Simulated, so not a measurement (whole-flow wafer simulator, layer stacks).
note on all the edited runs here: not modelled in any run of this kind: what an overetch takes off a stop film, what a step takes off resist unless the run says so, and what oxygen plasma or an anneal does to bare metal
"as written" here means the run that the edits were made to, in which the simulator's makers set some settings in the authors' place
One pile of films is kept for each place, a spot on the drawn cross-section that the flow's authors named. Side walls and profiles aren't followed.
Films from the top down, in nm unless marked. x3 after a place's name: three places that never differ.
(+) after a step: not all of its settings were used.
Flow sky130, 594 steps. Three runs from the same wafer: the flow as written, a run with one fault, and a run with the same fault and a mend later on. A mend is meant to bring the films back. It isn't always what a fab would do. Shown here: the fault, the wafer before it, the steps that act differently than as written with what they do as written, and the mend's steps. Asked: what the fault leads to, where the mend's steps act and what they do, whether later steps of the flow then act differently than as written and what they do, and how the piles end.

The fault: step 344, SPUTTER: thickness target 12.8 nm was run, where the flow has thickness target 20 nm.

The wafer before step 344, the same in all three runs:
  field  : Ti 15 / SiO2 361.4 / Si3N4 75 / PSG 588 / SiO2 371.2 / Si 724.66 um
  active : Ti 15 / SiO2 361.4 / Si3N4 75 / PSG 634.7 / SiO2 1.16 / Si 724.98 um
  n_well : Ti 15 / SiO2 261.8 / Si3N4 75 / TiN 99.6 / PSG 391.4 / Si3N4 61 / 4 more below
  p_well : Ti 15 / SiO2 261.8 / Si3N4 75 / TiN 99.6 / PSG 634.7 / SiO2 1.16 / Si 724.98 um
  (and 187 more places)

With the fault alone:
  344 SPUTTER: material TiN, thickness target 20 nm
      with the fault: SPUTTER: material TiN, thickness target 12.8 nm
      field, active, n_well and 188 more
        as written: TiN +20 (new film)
        with the fault: TiN +12.8 (new film)
  Later steps of the flow that act differently than as written (15 more steps differ only slightly, by at most 2% or 0.5 nm, whichever is larger, and aren't shown):
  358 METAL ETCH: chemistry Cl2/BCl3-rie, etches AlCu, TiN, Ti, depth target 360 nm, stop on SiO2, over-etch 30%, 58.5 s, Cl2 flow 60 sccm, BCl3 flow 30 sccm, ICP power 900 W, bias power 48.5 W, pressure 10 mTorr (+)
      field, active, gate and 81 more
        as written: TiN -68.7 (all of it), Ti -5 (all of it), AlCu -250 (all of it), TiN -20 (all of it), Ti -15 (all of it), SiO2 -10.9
        with the fault: TiN -68.7 (all of it), Ti -5 (all of it), AlCu -250 (all of it), TiN -12.8 (all of it), Ti -15 (all of it), SiO2 -11.7
  At the end the piles differ from the flow's by more than 2% or 0.5 nm, whichever is larger, at n_well, p_well, gate_hv and 104 more.
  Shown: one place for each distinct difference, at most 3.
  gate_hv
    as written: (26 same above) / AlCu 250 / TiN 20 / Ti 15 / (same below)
    with the fault: (26 same above) / AlCu 250 / TiN 12.8 / Ti 15 / (same below)
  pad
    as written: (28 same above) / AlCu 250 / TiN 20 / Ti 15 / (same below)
    with the fault: (28 same above) / AlCu 250 / TiN 12.8 / Ti 15 / (same below)
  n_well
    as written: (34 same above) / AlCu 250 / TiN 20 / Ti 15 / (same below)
    with the fault: (34 same above) / AlCu 250 / TiN 12.8 / Ti 15 / (same below)

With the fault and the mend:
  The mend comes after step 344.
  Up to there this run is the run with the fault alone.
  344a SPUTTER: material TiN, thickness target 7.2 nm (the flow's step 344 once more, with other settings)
      field, active, n_well and 188 more
        TiN +7.2
  No later step of the flow acts differently than as written at any place that is followed.
  At the end the piles are the same as the flow's at every place that both follow.
